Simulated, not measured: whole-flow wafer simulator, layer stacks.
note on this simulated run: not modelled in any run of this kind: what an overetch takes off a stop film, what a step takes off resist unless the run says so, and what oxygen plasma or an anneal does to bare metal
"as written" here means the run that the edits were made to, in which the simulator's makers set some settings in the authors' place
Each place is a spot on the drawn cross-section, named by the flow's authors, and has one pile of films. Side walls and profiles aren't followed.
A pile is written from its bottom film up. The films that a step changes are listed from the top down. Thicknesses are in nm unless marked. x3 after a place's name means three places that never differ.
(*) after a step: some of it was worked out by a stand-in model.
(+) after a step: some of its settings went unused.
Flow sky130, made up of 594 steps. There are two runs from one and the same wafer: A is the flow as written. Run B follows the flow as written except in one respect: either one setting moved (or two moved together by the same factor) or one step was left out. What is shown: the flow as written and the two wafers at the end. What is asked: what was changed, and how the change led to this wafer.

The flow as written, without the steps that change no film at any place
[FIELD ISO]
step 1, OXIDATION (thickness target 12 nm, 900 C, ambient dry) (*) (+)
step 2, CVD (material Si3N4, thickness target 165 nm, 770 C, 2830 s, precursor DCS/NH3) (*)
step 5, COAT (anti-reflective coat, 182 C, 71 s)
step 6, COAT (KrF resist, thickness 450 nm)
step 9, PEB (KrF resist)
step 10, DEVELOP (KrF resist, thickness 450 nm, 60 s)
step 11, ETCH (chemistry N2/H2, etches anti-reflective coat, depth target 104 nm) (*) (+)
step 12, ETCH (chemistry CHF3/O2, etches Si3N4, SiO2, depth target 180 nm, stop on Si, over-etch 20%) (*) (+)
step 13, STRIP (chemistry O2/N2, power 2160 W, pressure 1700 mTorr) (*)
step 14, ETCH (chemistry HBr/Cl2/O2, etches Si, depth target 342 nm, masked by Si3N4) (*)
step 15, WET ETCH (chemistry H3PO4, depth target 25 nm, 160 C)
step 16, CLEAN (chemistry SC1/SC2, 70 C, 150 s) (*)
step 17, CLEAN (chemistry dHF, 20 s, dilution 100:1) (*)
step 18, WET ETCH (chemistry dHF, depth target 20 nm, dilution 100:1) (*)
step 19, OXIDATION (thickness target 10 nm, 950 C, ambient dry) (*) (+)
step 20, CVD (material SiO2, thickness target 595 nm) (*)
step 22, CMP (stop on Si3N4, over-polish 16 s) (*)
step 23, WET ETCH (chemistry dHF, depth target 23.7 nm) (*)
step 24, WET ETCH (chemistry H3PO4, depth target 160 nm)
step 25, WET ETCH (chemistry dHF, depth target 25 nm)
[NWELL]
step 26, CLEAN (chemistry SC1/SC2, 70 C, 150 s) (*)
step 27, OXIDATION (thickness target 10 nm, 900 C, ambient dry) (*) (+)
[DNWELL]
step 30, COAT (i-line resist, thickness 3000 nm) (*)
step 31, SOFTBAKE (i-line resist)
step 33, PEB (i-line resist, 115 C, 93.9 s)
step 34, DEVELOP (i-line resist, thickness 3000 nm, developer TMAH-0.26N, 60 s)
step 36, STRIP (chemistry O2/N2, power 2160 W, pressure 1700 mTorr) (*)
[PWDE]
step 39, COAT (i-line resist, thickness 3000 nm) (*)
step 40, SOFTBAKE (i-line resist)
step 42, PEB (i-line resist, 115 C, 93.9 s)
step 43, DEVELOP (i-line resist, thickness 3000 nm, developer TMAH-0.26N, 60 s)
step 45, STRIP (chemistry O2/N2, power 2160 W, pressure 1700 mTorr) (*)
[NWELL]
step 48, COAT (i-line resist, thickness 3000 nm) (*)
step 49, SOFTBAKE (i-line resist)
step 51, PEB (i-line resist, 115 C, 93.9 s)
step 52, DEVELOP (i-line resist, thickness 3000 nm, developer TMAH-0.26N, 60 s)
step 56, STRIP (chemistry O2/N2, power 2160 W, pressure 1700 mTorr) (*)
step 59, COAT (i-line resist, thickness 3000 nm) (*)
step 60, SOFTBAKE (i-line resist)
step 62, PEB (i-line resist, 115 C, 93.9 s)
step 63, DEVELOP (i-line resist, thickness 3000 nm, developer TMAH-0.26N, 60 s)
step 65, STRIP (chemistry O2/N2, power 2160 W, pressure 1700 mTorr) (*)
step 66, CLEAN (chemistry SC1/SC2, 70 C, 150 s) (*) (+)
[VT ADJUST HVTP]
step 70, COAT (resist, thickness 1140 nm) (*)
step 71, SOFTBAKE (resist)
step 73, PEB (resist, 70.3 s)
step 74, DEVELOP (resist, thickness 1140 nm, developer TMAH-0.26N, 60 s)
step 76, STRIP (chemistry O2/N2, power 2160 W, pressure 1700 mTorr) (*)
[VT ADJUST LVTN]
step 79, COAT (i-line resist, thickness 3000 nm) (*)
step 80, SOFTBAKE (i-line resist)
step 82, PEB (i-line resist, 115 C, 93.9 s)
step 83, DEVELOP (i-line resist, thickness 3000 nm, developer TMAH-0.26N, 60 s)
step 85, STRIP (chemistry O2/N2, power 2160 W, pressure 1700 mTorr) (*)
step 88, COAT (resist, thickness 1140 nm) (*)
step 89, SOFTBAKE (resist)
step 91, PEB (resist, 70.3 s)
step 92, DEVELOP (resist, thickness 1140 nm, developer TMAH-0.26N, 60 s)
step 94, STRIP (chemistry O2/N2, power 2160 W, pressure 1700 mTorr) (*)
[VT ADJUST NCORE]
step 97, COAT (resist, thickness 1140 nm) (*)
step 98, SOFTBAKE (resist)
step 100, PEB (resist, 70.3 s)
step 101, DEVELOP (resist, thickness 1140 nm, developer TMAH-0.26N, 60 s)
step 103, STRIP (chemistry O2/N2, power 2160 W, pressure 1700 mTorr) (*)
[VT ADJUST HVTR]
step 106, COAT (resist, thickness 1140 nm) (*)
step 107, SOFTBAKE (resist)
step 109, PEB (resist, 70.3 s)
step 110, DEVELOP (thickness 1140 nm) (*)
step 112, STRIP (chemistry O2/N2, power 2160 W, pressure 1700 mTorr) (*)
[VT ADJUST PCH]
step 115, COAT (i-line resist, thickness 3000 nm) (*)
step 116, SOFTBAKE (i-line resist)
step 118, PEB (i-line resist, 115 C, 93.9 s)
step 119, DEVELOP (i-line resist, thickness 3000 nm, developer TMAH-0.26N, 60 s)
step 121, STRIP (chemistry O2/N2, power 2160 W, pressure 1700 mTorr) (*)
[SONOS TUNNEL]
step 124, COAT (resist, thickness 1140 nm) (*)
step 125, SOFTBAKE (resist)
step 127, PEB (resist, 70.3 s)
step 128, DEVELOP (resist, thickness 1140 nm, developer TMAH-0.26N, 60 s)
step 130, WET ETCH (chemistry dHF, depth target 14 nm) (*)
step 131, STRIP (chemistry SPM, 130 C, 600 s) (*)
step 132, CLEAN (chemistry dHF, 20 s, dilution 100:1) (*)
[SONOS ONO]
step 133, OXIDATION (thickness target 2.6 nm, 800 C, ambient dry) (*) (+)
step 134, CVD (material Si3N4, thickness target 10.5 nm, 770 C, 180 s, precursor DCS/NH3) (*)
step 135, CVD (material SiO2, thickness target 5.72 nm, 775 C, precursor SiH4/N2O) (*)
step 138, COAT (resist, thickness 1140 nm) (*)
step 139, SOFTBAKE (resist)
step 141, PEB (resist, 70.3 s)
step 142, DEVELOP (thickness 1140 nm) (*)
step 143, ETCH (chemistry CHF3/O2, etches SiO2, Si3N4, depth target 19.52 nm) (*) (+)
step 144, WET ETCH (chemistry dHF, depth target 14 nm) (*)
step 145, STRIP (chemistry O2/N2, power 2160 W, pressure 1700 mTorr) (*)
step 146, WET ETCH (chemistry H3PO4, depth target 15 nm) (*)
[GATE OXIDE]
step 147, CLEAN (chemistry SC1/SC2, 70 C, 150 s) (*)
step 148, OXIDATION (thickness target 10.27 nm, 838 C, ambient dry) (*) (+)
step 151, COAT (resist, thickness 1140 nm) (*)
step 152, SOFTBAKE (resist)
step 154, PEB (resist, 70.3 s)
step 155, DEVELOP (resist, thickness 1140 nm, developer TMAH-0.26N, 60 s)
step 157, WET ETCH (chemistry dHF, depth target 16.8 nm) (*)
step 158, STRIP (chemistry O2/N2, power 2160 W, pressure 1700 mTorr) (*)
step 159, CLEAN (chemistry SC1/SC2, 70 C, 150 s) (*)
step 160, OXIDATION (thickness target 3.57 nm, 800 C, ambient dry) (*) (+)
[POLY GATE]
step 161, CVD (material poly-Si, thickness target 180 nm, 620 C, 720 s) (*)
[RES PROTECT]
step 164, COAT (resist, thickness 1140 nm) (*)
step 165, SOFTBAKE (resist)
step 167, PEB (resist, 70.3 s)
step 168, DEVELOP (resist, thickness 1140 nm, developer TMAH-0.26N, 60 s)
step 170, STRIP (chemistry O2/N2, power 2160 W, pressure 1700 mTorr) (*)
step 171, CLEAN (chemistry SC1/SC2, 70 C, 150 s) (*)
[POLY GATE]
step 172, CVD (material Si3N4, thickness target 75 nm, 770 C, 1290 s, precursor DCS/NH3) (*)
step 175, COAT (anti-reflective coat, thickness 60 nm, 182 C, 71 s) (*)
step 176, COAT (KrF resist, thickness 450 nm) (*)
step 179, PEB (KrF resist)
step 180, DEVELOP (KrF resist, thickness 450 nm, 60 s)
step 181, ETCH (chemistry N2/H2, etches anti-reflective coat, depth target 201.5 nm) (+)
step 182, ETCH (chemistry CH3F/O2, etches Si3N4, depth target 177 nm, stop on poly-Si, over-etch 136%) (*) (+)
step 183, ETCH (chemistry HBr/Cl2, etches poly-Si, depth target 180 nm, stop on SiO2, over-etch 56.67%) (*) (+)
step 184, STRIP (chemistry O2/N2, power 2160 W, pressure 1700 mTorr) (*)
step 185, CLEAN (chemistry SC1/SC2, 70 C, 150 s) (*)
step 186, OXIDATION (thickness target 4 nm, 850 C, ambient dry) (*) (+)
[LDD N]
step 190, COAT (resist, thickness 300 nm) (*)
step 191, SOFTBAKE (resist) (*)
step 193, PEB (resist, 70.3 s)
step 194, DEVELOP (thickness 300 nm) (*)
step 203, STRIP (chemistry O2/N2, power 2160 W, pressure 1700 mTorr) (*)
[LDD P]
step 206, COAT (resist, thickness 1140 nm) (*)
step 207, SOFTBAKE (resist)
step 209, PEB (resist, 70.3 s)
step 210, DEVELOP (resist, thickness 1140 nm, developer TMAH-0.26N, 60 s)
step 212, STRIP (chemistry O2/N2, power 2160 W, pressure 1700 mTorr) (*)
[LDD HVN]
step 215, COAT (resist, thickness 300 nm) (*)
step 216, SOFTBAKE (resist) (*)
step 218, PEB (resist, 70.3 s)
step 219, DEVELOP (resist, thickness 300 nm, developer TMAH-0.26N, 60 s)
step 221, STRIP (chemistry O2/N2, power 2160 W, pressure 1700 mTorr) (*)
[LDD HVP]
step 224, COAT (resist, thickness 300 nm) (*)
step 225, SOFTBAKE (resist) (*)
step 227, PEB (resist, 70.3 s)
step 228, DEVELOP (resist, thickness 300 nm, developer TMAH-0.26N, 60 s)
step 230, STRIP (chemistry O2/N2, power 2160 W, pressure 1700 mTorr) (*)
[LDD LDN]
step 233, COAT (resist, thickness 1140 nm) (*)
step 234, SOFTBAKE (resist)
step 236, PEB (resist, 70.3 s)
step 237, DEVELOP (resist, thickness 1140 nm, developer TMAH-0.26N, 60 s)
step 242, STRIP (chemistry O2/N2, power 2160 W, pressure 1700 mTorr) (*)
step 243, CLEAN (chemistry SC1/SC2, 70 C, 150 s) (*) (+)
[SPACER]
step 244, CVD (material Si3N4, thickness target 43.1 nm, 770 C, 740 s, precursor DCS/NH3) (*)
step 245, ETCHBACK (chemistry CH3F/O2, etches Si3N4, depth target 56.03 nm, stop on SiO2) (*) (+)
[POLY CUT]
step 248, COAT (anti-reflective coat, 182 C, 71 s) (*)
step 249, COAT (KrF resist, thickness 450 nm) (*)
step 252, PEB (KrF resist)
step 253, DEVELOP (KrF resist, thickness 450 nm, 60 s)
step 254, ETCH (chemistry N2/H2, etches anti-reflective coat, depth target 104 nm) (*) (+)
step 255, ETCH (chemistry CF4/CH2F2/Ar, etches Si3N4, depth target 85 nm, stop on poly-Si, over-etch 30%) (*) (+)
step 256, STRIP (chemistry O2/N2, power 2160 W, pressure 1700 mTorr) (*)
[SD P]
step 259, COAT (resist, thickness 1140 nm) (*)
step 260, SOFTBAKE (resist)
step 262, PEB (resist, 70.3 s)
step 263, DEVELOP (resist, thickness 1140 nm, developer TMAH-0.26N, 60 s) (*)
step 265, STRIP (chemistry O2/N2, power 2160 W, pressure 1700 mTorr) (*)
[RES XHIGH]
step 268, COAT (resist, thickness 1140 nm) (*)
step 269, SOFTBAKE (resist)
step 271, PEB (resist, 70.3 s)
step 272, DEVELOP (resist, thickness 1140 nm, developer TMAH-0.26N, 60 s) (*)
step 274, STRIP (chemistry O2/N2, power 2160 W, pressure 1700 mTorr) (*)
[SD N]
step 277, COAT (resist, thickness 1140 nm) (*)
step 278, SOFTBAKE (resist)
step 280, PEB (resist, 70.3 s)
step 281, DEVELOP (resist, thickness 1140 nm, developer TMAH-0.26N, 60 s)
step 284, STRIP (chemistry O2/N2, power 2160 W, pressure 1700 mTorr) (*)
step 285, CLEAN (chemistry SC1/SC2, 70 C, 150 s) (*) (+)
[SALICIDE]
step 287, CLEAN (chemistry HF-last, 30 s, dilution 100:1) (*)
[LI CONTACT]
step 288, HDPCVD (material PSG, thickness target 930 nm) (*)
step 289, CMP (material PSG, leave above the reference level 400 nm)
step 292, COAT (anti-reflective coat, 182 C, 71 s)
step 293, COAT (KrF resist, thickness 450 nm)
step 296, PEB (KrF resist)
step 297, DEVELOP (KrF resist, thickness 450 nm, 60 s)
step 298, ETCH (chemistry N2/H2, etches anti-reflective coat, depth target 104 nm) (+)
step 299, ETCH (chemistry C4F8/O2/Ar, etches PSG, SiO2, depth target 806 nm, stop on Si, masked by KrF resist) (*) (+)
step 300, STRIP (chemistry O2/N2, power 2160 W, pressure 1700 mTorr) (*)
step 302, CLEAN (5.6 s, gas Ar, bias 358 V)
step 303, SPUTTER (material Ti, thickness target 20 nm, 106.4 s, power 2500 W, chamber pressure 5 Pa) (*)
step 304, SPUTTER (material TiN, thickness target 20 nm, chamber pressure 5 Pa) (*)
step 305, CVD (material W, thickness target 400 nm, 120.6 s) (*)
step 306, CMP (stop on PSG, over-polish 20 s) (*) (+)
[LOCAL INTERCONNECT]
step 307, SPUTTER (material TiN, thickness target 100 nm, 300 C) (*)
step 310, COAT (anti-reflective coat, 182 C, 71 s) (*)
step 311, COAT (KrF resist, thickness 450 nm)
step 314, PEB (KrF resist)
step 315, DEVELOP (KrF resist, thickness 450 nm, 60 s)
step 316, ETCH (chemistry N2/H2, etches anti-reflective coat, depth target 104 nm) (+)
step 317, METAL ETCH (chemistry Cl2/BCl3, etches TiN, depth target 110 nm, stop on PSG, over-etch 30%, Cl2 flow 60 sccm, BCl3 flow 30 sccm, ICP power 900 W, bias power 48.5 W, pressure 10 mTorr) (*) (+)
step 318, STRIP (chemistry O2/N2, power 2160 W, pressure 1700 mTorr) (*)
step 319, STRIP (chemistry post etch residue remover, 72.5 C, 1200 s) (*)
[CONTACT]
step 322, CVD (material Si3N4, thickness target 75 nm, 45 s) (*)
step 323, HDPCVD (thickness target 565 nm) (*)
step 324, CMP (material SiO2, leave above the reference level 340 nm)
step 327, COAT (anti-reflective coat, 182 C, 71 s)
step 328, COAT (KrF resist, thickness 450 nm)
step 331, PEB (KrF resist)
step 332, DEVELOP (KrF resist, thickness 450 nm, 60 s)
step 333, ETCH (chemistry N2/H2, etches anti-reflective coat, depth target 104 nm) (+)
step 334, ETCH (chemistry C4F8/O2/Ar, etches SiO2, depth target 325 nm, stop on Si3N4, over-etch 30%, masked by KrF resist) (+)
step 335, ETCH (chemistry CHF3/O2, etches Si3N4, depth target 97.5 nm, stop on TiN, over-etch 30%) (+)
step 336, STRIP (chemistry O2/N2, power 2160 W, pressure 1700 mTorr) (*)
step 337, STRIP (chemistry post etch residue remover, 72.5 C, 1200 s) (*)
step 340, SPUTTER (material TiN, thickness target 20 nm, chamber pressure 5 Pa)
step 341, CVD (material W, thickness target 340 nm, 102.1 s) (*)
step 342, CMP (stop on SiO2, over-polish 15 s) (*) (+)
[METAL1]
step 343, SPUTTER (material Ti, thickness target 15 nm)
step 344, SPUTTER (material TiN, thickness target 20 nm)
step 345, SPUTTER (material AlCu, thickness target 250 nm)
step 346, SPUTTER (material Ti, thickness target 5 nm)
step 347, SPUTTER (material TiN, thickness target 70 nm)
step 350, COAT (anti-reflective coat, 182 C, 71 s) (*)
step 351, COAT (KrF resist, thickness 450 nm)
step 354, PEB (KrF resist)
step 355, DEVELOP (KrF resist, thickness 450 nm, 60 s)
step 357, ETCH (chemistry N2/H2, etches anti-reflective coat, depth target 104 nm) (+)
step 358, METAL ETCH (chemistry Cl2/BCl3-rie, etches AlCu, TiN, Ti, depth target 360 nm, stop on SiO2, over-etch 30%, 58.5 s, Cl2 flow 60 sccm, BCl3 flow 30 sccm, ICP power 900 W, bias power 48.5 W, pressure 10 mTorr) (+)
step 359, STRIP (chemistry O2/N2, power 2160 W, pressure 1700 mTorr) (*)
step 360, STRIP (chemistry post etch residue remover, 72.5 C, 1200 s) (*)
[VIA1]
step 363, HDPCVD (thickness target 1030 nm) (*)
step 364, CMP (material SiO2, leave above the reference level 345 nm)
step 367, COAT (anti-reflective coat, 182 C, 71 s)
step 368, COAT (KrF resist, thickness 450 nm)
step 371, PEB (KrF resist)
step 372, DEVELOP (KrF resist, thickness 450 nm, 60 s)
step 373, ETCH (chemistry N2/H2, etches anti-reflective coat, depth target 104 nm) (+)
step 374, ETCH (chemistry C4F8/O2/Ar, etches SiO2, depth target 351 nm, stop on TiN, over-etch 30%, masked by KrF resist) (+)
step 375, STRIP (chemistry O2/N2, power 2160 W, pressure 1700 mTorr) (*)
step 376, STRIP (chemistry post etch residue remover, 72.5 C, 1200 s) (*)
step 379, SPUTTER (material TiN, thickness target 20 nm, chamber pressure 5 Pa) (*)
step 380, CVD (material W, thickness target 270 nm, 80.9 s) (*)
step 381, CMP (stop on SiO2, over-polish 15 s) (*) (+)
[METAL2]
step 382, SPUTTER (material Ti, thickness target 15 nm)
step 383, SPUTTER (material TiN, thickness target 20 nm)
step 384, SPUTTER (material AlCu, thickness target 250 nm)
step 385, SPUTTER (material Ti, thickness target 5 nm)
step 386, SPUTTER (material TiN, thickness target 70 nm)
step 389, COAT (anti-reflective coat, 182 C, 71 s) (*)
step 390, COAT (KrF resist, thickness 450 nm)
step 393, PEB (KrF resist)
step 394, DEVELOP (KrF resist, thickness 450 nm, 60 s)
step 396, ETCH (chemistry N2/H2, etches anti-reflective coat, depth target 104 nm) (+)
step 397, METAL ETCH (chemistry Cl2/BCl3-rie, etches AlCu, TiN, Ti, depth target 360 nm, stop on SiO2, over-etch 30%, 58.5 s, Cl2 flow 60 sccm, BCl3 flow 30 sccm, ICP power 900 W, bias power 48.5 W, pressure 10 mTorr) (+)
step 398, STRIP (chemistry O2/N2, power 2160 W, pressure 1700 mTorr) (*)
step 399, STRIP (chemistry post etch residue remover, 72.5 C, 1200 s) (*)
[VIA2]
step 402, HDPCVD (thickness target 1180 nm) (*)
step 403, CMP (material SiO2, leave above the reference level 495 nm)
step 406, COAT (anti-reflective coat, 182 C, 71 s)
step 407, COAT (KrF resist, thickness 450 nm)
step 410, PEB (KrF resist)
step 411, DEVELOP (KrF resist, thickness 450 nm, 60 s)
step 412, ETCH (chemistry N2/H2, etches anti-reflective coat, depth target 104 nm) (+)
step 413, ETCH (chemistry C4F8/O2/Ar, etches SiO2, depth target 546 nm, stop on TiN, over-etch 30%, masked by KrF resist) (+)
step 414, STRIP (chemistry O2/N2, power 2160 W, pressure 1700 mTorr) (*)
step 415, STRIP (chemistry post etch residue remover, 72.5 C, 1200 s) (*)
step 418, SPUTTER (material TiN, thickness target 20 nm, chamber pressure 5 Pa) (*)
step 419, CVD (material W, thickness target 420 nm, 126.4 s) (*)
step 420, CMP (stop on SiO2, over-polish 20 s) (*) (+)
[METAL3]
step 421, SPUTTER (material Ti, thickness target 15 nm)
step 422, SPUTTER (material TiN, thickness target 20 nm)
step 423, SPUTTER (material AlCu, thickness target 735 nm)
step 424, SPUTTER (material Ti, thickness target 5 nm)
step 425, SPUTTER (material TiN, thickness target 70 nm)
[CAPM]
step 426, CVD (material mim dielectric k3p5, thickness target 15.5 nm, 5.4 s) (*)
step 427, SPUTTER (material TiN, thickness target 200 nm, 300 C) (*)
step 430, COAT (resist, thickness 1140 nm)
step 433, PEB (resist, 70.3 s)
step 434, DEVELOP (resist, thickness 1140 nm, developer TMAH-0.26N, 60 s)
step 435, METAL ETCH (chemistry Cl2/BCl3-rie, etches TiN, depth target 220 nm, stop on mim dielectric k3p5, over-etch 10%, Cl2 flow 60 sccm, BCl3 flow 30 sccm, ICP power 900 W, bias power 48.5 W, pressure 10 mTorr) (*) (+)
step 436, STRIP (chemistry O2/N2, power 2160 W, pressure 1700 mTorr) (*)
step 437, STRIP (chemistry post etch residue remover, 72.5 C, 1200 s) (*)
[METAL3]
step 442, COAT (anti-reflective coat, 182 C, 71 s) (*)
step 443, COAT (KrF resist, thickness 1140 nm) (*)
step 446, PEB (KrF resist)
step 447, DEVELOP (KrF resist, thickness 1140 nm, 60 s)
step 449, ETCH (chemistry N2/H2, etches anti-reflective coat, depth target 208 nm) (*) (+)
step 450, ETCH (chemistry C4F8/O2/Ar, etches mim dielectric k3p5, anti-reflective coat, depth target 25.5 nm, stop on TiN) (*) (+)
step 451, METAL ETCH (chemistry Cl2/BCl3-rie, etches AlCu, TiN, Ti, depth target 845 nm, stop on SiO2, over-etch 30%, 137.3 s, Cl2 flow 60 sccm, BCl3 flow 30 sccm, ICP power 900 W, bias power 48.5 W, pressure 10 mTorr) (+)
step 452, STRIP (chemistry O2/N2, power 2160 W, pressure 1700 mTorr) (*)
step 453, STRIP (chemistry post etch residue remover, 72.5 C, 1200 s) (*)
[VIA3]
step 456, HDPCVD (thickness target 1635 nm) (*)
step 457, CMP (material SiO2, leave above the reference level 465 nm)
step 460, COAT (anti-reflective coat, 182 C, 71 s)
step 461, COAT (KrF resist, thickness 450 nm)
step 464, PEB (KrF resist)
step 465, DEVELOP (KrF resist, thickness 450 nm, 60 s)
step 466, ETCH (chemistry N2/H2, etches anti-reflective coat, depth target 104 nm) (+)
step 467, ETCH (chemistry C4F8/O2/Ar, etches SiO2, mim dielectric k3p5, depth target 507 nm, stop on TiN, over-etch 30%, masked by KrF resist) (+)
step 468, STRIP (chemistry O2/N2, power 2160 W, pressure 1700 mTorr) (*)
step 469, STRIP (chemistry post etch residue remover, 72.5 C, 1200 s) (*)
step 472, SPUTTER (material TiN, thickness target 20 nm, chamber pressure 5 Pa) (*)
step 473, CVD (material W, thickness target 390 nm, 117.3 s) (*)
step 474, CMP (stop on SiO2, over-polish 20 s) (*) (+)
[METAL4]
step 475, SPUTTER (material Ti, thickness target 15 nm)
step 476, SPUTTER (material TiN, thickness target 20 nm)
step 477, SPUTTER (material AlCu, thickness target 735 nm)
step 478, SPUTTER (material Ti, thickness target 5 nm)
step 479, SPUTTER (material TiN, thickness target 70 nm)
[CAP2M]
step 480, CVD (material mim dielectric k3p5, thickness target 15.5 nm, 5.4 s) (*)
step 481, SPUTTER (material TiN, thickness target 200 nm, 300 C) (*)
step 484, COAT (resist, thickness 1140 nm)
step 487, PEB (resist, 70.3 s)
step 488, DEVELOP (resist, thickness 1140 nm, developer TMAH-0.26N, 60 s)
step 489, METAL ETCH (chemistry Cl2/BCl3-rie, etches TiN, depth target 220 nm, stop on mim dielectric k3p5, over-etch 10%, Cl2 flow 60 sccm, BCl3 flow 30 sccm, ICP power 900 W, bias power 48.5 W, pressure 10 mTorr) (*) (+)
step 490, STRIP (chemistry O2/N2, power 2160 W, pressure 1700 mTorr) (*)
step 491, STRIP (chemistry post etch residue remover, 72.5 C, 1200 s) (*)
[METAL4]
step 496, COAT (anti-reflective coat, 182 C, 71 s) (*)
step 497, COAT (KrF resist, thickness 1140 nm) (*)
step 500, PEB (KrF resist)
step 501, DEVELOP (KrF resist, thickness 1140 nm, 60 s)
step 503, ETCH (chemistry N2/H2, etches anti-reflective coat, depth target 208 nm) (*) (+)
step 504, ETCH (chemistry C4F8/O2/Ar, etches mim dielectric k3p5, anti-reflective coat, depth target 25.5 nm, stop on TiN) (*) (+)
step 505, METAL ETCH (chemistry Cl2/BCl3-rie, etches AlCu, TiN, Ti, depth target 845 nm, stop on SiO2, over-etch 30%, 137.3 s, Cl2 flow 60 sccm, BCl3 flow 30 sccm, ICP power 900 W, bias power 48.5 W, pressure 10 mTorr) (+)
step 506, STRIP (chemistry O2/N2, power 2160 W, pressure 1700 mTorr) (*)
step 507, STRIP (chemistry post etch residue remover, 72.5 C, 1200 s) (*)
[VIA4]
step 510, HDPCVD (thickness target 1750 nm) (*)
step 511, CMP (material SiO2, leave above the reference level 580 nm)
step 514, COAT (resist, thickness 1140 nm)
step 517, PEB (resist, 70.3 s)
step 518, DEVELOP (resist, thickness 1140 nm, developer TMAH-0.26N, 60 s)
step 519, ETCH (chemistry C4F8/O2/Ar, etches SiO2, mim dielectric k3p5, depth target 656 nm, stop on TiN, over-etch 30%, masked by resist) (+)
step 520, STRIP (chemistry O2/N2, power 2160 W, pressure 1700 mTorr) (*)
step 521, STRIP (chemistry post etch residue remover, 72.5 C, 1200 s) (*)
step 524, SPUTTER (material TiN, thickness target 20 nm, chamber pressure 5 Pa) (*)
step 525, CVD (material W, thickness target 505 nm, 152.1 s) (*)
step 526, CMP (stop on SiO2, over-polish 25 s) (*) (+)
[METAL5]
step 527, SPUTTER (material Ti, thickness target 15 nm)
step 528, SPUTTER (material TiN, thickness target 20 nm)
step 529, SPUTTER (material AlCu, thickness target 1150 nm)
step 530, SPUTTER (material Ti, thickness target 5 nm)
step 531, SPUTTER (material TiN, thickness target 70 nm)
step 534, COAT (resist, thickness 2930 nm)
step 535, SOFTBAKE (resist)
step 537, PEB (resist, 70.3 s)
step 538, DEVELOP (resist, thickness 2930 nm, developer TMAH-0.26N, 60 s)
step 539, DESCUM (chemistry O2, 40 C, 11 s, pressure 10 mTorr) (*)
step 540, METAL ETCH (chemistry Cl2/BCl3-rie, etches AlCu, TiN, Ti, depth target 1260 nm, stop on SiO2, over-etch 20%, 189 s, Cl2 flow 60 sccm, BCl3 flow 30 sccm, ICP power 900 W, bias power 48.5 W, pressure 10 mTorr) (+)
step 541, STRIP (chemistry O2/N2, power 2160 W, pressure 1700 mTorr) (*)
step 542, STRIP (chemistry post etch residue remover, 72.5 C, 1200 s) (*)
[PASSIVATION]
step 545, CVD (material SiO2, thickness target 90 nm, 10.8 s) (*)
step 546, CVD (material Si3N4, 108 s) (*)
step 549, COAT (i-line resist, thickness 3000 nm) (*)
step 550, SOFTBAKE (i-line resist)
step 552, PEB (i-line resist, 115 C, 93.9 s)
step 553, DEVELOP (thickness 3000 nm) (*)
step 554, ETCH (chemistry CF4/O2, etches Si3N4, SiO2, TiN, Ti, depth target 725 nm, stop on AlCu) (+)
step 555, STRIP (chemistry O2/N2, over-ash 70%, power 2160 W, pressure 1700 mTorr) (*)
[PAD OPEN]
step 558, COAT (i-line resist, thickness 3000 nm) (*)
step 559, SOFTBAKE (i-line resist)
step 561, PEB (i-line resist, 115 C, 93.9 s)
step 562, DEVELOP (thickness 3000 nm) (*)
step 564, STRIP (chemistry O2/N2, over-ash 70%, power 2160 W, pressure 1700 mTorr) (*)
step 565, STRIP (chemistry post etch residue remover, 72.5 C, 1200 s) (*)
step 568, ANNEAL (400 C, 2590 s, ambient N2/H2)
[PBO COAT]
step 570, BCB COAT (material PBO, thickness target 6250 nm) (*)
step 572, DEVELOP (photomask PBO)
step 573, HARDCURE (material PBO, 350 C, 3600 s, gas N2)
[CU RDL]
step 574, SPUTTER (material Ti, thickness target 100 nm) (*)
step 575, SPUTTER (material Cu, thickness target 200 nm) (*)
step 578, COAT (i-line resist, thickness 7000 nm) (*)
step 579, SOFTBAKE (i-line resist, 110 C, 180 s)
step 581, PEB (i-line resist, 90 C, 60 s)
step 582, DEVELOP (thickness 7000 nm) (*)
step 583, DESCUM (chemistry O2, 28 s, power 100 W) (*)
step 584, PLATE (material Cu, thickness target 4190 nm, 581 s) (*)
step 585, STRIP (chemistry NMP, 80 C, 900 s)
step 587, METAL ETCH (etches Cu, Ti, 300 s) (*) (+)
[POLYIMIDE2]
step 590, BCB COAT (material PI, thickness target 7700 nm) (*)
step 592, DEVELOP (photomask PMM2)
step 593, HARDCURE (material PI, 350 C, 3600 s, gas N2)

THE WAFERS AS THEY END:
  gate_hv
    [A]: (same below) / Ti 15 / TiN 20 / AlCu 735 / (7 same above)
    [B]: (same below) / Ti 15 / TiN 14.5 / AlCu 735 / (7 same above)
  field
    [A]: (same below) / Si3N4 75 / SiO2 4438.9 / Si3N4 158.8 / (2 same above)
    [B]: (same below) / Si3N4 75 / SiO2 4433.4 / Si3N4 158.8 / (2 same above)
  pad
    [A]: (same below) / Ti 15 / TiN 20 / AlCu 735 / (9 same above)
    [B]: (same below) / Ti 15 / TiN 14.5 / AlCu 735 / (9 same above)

Cause: step 476, SPUTTER: thickness target 14.5 nm was run, though the flow has thickness target 20 nm.
One can read it off the wafer: gate_hv has TiN 14.5, and step 476 as written asks for 20 nm.

Step by step, how the change led to this:
  step 476, SPUTTER (material TiN, thickness target 20 nm)
      field, active, n_well and 189 more: A +20 TiN (new film) | B +14.5 TiN (new film)
  step 505, METAL ETCH (chemistry Cl2/BCl3-rie, etches AlCu, TiN, Ti, depth target 845 nm, stop on SiO2, over-etch 30%, 137.3 s, Cl2 flow 60 sccm, BCl3 flow 30 sccm, ICP power 900 W, bias power 48.5 W, pressure 10 mTorr) (+)
      field, gate, spacer and 68 more: A -70 TiN (all of it), -5 Ti (all of it), -735 AlCu (all of it), -20 TiN (all of it), -15 Ti (all of it), -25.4 SiO2 | B -70 TiN (all of it), -5 Ti (all of it), -735 AlCu (all of it), -14.5 TiN (all of it), -15 Ti (all of it), -25.9 SiO2
      active, vpp_iso1, mim_edge_plate and 14 more: A -70 TiN (all of it), -5 Ti (all of it), -735 AlCu (all of it), -20 TiN (all of it), -15 Ti (all of it), -25.3 SiO2 | B -70 TiN (all of it), -5 Ti (all of it), -735 AlCu (all of it), -14.5 TiN (all of it), -15 Ti (all of it), -25.9 SiO2
